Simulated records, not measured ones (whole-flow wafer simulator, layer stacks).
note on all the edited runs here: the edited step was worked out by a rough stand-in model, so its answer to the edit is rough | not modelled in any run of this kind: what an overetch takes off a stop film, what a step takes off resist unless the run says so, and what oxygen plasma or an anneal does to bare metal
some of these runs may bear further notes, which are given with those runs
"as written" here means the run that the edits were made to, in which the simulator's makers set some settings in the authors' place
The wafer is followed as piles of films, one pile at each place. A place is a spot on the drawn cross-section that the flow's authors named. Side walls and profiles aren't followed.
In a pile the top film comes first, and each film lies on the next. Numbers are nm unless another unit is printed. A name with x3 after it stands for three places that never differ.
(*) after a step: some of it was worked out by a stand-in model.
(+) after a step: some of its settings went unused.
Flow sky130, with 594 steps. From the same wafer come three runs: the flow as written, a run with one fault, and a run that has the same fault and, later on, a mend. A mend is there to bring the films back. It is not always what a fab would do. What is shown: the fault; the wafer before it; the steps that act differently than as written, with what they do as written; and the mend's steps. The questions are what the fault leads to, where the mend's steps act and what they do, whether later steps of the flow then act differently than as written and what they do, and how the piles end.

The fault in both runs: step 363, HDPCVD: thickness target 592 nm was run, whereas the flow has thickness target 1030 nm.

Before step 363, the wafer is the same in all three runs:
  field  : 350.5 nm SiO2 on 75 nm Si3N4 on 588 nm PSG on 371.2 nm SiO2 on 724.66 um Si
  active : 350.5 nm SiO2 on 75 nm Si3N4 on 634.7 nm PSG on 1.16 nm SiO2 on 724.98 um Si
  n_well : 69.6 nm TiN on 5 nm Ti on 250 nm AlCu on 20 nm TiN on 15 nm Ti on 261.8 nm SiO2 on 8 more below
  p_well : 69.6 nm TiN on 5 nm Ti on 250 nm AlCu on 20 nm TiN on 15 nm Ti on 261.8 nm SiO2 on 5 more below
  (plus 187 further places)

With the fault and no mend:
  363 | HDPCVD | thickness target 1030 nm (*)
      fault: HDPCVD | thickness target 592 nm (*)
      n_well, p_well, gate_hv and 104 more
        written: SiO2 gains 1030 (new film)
        fault: SiO2 gains 592 (new film)
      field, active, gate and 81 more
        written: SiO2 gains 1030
        fault: SiO2 gains 592
  Steps later in the flow that act otherwise than as written (26 other steps are not shown; they differ only slightly, by no more than 2% or 0.5 nm, whichever is larger):
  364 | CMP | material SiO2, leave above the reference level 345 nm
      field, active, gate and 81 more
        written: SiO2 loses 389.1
        fault: nothing
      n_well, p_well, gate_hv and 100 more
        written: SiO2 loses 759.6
        fault: SiO2 loses 321.6
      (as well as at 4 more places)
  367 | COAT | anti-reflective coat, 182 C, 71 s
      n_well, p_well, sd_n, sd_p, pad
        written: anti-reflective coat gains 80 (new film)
        fault: anti-reflective coat gains 31.3 (new film)
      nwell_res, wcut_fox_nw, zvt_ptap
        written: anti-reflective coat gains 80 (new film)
        fault: anti-reflective coat gains 65 (new film)
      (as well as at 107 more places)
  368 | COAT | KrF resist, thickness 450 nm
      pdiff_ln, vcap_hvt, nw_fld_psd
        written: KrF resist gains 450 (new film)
        fault: KrF resist gains 436.7 (new film)
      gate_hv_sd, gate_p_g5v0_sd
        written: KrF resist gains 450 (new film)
        fault: KrF resist gains 439.8 (new film)
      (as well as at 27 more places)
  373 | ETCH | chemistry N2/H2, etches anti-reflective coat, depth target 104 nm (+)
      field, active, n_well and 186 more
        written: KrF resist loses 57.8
        fault: KrF resist loses 33.3
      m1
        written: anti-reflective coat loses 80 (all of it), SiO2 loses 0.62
        fault: anti-reflective coat loses 51.3 (all of it), SiO2 loses 0.22
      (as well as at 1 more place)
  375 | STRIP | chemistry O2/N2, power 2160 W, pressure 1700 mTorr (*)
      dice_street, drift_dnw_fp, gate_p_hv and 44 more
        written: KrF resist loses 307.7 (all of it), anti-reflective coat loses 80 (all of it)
        fault: KrF resist loses 332.1 (all of it), anti-reflective coat loses 80 (all of it)
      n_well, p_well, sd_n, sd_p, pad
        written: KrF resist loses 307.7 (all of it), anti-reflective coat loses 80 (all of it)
        fault: KrF resist loses 334.4 (all of it), anti-reflective coat loses 31.3 (all of it)
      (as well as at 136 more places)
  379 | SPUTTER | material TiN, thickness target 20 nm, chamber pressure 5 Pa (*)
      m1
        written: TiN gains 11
        fault: TiN gains 11.9
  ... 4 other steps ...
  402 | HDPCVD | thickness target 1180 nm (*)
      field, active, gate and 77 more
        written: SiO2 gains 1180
        fault: SiO2 gains 1180 (new film)
  At field, active, gate and 83 more, the piles at the end differ from the flow's by more than 2% or 0.5 nm, whichever is larger.
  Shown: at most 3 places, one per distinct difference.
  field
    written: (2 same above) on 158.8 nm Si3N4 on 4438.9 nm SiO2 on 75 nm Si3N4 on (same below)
    fault: (2 same above) on 158.8 nm Si3N4 on 3458.7 nm SiO2 on 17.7 nm W on 20 nm TiN on 942.5 nm SiO2 on 75 nm Si3N4 on (same below)
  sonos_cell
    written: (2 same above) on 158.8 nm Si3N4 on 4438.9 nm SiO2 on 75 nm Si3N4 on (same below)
    fault: (2 same above) on 158.8 nm Si3N4 on 3458.7 nm SiO2 on 17.8 nm W on 20 nm TiN on 942.5 nm SiO2 on 75 nm Si3N4 on (same below)
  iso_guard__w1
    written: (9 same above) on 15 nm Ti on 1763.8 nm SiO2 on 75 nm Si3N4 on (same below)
    fault: (9 same above) on 15 nm Ti on 783.6 nm SiO2 on 17.8 nm W on 20 nm TiN on 942.5 nm SiO2 on 75 nm Si3N4 on (same below)

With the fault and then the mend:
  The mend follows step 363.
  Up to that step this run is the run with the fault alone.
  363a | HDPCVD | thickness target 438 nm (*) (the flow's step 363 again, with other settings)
      field, active, n_well and 188 more
        SiO2 gains 438
  Every later step of the flow that is run acts as written at every place that is followed.
  The piles end the same as the flow's at every place that both follow.
